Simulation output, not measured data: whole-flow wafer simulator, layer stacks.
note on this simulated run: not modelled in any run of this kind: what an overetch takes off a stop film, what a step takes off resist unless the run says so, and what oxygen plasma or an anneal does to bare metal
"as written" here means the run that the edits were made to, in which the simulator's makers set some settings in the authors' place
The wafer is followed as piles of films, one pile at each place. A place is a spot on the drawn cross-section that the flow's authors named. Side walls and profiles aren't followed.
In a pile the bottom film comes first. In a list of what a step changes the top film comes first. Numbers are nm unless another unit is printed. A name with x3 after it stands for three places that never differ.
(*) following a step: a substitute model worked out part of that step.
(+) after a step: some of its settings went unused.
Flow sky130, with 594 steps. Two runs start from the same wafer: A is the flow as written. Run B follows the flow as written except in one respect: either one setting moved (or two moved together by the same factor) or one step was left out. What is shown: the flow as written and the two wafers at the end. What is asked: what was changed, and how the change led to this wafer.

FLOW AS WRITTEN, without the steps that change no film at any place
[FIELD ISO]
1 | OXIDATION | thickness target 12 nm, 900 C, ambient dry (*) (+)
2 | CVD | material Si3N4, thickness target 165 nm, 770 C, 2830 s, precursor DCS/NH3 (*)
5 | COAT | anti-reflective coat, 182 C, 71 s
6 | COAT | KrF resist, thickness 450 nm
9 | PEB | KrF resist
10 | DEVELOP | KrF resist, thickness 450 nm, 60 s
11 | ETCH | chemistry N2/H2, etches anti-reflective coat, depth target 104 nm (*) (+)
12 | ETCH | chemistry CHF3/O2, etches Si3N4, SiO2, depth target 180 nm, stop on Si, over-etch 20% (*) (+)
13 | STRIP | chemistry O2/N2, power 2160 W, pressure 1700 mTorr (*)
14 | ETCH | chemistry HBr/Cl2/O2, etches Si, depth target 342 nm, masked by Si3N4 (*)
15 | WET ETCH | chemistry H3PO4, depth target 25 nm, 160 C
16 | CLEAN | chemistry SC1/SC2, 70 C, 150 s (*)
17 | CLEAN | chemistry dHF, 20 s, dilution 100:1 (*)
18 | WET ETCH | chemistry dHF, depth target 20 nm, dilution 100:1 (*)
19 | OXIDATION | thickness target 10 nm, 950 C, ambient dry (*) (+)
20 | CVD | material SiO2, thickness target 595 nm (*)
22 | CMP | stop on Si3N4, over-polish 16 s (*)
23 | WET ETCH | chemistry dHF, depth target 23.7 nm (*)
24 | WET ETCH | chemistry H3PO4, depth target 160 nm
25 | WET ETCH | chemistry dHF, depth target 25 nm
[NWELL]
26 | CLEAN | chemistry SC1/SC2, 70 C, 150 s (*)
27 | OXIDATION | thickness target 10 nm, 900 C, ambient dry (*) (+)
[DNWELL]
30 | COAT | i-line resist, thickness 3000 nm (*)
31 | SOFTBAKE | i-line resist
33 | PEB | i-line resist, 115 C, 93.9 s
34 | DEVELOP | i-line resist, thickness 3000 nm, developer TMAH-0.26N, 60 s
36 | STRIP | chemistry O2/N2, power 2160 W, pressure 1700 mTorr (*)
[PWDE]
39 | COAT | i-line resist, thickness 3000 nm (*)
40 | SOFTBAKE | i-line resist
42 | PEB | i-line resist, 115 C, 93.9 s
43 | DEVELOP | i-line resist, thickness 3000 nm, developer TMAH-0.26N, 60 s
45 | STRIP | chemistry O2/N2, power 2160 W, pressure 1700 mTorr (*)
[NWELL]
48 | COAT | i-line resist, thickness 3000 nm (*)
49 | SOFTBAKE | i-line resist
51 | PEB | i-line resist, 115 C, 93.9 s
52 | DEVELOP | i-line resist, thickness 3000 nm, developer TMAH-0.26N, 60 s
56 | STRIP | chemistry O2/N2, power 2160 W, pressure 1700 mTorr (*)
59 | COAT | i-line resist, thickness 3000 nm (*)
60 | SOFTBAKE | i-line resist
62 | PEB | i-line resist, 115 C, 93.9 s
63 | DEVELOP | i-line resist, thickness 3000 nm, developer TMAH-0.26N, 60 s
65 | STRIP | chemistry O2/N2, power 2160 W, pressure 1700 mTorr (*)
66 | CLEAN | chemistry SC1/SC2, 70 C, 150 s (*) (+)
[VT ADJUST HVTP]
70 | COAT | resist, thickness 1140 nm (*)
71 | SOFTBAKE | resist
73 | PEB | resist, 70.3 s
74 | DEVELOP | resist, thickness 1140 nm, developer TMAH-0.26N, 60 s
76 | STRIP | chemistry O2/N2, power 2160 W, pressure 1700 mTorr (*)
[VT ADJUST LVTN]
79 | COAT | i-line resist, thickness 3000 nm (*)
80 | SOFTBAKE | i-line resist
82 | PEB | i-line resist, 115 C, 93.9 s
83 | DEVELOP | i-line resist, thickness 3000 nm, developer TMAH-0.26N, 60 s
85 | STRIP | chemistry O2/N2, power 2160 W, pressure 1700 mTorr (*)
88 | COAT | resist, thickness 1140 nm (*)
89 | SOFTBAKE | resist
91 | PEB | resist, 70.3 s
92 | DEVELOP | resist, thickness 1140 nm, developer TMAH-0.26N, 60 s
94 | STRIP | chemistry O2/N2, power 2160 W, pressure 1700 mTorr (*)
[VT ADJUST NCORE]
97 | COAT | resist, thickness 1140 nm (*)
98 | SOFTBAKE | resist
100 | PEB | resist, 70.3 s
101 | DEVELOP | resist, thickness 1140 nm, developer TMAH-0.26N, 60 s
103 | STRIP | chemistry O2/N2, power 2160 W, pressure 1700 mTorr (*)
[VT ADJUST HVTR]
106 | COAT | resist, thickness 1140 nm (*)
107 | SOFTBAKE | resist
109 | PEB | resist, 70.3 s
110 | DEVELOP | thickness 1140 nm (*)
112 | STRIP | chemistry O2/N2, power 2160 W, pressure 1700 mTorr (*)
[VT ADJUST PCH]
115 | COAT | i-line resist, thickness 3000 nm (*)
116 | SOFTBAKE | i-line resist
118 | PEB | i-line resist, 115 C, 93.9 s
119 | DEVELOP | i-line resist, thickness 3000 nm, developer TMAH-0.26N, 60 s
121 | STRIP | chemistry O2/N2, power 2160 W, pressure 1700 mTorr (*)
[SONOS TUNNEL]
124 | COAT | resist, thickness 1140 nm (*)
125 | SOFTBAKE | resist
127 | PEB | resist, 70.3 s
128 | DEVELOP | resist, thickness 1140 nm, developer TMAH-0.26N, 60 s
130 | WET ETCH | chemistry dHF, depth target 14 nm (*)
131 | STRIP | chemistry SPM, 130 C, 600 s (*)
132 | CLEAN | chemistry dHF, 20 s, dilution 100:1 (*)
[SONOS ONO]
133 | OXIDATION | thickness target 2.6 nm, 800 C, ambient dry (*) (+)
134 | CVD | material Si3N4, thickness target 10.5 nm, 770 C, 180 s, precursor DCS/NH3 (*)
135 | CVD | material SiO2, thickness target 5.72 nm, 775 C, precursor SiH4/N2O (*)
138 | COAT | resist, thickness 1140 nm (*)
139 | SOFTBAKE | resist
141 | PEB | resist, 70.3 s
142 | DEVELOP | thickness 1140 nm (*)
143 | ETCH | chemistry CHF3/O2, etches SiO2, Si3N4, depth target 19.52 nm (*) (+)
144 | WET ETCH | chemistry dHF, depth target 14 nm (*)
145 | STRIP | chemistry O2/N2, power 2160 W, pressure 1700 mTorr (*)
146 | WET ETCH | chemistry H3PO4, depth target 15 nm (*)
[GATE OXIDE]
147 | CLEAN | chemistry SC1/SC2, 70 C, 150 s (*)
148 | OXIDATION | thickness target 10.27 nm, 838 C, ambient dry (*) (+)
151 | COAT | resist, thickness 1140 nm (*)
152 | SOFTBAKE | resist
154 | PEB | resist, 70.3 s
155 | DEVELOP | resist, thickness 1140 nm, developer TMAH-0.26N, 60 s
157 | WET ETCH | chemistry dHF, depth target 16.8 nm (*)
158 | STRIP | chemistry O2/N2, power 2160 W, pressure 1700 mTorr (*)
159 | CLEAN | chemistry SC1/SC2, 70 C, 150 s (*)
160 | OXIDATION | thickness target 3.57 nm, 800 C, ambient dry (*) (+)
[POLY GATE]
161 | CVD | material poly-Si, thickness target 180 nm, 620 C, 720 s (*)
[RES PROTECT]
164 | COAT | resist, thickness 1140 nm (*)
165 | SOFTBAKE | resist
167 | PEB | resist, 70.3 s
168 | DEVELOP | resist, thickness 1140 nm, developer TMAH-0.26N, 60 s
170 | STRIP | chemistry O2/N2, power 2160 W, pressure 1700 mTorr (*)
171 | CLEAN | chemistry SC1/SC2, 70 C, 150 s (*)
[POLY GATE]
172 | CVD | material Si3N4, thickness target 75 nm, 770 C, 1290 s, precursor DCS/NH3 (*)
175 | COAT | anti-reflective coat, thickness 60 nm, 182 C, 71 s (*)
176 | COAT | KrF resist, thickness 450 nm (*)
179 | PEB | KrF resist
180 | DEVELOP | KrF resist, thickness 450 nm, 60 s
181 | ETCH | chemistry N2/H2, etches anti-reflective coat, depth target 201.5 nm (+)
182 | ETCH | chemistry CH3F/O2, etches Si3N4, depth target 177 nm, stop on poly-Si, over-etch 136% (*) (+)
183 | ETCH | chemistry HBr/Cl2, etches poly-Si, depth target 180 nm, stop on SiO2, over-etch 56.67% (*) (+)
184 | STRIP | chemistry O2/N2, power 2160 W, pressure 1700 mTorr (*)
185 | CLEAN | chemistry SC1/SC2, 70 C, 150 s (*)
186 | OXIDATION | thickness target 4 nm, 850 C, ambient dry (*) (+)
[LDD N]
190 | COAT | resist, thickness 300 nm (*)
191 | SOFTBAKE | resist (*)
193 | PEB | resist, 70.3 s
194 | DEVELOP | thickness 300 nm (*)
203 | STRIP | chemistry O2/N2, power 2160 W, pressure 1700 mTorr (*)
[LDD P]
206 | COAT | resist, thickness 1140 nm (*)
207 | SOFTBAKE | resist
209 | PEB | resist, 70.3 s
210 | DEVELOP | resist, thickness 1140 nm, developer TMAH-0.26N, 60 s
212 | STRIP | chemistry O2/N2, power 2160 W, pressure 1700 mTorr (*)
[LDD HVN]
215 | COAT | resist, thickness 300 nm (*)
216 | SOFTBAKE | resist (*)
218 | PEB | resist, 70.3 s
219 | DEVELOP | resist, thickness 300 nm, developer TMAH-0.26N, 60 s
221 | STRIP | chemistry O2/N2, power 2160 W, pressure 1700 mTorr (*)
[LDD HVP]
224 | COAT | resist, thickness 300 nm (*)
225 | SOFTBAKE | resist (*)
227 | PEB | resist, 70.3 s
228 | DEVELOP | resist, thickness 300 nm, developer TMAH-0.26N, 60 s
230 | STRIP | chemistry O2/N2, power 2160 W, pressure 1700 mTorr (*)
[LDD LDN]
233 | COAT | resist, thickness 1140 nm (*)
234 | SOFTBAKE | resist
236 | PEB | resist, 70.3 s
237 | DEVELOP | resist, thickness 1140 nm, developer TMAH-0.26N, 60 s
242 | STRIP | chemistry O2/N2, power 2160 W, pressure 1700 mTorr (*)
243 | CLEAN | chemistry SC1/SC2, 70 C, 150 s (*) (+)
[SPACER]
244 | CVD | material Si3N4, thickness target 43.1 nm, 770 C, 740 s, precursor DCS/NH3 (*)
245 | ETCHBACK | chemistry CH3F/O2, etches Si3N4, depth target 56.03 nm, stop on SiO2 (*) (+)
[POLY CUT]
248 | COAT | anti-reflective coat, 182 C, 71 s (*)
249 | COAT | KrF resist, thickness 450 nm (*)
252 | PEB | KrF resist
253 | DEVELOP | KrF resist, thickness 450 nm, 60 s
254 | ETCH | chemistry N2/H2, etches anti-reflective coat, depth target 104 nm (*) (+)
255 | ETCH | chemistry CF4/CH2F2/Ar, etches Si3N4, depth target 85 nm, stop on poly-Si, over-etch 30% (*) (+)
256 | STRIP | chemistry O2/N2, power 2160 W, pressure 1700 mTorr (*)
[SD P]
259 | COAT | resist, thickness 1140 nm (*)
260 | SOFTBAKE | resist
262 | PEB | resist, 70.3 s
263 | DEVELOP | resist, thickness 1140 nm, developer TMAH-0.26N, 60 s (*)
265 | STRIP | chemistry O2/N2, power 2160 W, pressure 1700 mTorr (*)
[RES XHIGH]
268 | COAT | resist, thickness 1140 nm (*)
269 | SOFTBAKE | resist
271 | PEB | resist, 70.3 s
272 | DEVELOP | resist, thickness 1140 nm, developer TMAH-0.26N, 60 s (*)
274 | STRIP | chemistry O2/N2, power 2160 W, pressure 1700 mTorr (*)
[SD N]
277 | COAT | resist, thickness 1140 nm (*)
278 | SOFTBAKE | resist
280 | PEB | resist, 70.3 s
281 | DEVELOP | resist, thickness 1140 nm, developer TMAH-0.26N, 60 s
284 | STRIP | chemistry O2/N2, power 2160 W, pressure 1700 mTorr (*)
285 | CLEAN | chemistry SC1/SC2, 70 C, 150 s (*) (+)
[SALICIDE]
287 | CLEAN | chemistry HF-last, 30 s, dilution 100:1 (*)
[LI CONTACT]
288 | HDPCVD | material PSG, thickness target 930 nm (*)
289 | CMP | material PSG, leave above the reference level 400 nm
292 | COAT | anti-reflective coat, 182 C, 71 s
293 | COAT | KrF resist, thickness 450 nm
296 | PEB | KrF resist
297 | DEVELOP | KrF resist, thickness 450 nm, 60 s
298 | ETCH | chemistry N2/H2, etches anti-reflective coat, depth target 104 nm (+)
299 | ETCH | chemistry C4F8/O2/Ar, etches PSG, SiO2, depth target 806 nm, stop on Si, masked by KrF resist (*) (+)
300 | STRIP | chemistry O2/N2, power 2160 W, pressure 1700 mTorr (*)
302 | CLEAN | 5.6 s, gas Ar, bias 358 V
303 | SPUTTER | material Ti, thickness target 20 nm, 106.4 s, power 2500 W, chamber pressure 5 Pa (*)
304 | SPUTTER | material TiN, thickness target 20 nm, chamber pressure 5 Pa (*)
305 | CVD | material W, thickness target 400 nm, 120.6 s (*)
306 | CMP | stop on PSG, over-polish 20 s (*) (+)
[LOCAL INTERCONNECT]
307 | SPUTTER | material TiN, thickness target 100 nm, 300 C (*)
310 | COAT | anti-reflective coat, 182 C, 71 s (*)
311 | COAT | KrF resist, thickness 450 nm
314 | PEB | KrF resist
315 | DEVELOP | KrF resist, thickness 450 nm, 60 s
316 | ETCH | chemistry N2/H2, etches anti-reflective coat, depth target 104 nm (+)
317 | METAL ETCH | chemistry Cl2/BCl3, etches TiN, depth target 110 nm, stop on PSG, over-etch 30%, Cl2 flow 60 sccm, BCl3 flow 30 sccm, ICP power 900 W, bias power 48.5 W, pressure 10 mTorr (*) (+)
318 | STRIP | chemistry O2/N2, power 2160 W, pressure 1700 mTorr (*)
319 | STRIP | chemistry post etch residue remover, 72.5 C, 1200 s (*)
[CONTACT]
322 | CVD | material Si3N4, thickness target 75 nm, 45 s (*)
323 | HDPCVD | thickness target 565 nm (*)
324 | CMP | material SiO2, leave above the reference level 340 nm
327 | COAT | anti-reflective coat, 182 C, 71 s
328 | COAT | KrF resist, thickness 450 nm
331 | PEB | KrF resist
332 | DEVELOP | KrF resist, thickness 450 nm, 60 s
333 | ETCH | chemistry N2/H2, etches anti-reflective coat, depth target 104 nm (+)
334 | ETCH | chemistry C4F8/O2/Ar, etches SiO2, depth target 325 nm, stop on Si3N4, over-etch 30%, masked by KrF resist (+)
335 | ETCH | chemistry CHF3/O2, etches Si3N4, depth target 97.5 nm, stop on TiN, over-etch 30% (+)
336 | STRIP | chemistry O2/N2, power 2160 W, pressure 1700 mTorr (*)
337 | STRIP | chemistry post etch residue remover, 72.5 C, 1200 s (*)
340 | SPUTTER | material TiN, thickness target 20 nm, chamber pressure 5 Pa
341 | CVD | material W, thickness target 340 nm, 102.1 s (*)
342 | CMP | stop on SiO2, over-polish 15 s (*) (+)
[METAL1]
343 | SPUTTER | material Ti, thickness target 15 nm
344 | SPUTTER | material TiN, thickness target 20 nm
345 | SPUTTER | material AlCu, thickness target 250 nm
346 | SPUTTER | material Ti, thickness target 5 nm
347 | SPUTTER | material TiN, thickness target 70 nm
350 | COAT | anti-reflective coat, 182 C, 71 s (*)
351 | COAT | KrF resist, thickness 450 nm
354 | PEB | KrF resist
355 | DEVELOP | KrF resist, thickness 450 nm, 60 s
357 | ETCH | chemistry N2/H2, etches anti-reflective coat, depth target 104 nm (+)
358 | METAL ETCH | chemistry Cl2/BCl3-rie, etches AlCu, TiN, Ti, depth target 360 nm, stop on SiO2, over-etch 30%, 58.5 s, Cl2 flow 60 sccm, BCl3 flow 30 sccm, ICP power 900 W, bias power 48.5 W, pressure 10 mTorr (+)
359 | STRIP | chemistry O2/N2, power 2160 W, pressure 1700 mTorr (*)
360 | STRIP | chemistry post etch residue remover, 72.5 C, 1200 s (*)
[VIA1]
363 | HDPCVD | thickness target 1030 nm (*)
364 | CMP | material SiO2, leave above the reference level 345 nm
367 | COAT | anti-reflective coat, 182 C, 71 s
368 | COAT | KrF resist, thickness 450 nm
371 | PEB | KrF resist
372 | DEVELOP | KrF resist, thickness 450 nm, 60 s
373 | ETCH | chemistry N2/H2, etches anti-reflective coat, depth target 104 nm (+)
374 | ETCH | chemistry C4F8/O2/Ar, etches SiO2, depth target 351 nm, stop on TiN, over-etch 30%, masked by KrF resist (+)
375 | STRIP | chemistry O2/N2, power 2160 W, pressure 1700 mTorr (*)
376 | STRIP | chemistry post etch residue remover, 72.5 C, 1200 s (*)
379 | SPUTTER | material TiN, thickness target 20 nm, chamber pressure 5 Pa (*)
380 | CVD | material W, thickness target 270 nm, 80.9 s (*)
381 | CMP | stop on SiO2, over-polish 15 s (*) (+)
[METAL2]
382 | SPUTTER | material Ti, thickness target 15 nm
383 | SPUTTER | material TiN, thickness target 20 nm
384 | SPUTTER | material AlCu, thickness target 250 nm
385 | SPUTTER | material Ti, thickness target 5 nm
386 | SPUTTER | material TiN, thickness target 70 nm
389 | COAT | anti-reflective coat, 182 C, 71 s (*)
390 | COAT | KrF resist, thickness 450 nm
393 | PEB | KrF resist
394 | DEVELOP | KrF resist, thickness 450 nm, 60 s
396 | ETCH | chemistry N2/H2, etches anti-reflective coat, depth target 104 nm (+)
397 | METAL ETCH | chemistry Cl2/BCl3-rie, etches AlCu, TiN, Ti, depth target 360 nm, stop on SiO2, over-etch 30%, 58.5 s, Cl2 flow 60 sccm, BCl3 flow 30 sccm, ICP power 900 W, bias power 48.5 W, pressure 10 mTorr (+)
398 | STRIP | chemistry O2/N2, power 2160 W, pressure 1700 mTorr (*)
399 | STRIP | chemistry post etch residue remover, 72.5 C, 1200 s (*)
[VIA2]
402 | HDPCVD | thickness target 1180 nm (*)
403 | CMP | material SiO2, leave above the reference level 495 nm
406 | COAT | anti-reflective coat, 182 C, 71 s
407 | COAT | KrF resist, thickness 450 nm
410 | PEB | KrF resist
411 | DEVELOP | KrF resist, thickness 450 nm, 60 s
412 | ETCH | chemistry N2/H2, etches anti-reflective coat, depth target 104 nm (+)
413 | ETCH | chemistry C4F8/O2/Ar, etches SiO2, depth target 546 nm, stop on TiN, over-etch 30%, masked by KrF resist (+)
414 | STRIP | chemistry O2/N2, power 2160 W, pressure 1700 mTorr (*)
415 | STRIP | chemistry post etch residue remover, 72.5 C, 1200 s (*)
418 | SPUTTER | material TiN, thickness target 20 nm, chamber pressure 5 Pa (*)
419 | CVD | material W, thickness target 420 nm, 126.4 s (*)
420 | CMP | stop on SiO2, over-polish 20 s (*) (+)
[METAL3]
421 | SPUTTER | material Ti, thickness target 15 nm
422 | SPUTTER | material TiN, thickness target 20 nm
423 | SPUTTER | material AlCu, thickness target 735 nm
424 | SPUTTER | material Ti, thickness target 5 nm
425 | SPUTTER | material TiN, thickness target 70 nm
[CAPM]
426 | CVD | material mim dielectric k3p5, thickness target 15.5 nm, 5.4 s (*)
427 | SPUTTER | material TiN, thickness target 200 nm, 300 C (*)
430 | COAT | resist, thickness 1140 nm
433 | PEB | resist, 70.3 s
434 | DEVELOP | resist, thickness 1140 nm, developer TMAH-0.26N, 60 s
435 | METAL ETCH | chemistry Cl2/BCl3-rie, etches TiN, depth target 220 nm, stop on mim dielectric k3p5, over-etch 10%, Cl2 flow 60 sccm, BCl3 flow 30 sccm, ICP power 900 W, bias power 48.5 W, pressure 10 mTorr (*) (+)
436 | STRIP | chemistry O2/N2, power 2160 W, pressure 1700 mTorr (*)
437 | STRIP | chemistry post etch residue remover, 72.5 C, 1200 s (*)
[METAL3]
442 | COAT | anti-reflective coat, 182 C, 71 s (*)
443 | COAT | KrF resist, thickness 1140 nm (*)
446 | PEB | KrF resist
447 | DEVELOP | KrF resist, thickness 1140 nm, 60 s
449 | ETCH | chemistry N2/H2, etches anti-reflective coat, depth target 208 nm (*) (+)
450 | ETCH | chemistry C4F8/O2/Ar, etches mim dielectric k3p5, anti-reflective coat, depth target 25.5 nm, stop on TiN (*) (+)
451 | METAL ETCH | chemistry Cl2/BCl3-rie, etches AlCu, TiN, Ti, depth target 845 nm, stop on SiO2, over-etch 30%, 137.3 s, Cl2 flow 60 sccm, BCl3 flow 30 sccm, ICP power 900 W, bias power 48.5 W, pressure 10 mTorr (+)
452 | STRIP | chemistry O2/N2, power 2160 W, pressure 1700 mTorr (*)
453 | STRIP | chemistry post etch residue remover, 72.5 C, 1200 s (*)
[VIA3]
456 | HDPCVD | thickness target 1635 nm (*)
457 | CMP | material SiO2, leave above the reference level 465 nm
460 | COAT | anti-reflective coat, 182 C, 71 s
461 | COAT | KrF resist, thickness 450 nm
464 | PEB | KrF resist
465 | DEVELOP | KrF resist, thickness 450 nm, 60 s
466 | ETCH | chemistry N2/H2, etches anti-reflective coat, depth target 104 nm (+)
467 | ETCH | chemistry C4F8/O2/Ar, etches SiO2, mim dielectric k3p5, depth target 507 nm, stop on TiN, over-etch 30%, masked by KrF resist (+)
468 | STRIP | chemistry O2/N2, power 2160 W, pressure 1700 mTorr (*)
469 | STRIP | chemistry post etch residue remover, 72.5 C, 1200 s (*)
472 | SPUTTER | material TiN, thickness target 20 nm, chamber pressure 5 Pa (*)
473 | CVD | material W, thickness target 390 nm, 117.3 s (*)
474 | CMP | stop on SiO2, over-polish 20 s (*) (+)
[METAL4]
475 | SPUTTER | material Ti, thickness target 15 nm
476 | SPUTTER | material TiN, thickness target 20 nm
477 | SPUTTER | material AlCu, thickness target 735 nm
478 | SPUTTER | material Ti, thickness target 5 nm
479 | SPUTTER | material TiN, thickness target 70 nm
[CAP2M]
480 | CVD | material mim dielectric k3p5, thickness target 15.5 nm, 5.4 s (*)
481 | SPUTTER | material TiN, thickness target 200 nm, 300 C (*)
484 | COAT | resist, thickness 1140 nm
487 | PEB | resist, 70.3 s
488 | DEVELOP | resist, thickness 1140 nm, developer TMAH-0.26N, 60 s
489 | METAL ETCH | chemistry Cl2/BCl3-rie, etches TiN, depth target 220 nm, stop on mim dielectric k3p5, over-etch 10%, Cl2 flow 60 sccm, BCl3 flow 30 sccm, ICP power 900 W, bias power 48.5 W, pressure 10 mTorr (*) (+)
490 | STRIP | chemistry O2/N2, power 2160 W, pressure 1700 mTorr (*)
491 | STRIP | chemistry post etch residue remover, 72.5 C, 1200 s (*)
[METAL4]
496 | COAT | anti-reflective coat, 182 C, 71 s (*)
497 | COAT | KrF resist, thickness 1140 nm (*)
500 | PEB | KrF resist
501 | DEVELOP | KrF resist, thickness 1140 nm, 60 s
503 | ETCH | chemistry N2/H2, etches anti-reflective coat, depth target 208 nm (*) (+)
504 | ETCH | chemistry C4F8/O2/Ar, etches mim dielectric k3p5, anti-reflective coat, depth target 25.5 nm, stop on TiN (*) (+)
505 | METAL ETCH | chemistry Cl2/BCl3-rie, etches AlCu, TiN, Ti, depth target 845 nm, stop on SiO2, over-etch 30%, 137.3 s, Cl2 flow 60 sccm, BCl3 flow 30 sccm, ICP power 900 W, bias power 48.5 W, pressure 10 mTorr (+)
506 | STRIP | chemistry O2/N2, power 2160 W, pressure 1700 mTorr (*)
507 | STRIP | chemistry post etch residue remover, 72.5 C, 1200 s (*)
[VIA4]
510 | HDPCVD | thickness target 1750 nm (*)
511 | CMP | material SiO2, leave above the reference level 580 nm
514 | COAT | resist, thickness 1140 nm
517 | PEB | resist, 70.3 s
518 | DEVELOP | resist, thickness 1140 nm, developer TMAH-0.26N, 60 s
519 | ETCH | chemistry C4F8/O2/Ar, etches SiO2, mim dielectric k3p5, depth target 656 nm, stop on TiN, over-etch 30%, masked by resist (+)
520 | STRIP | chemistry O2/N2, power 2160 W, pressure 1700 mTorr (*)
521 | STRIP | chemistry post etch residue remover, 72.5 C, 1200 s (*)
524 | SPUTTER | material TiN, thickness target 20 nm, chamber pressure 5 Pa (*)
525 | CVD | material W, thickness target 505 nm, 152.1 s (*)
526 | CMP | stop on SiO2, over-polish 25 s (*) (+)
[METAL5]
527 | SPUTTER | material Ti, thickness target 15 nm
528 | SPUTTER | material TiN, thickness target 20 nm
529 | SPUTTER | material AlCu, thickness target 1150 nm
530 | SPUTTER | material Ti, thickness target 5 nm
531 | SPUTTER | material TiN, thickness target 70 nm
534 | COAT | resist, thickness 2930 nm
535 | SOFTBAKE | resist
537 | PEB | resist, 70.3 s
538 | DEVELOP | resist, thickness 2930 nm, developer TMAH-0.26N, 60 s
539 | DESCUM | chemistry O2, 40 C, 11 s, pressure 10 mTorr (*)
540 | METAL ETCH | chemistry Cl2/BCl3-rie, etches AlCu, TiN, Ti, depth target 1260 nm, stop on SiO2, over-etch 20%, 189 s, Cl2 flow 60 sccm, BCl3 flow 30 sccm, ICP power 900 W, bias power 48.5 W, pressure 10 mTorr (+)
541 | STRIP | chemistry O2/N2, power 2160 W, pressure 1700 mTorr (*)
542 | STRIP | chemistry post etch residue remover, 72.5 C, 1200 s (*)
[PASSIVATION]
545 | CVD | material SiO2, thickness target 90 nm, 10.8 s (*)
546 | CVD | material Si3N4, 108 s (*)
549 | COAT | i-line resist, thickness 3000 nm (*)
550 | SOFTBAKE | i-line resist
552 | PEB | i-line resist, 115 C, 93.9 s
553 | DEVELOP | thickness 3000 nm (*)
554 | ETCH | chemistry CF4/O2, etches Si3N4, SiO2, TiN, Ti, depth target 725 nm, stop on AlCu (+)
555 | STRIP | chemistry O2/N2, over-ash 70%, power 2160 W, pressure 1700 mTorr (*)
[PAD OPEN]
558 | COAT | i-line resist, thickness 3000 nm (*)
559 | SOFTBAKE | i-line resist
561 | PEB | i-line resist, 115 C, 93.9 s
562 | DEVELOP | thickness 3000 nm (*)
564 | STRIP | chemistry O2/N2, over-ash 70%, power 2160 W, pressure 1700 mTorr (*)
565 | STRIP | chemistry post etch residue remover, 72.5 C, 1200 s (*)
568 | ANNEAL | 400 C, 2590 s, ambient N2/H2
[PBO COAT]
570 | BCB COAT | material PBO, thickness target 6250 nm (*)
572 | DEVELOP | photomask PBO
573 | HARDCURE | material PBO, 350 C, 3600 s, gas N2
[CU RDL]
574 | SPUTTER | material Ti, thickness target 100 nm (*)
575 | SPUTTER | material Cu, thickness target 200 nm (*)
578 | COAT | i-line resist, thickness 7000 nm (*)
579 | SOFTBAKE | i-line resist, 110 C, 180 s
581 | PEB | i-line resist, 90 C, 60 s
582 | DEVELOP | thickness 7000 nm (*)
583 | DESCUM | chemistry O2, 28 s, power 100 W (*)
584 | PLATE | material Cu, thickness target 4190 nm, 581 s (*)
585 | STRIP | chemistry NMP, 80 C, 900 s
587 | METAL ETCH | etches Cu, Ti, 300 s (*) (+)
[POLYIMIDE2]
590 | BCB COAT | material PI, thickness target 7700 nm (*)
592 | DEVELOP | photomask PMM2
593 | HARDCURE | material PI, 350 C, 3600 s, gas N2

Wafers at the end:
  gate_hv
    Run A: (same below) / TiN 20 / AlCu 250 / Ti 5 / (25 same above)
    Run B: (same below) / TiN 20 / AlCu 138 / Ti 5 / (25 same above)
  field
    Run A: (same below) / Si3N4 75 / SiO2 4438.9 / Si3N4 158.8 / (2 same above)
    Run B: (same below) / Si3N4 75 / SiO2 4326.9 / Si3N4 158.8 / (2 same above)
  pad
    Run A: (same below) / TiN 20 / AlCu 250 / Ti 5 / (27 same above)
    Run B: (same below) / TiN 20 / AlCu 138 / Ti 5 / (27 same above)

Cause: step 345, SPUTTER: thickness target 138 nm was run, whereas the flow has thickness target 250 nm.
The wafer lets one read it off: gate_hv has AlCu 138, and step 345 as written asks for 250 nm.

The path from the change to this, step by step:
  345 | SPUTTER | material AlCu, thickness target 250 nm
      field, active, n_well and 188 more: A +250 AlCu (new film) | B +138 AlCu (new film)
  358 | METAL ETCH | chemistry Cl2/BCl3-rie, etches AlCu, TiN, Ti, depth target 360 nm, stop on SiO2, over-etch 30%, 58.5 s, Cl2 flow 60 sccm, BCl3 flow 30 sccm, ICP power 900 W, bias power 48.5 W, pressure 10 mTorr (+)
      field, active, gate and 81 more: A -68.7 TiN (all of it), -5 Ti (all of it), -250 AlCu (all of it), -20 TiN (all of it), -15 Ti (all of it), -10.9 SiO2 | B -68.7 TiN (all of it), -5 Ti (all of it), -138 AlCu (all of it), -20 TiN (all of it), -15 Ti (all of it), -22.1 SiO2
  364 | CMP | material SiO2, leave above the reference level 345 nm
      field, active, gate and 81 more: A -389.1 SiO2 | B -489.9 SiO2
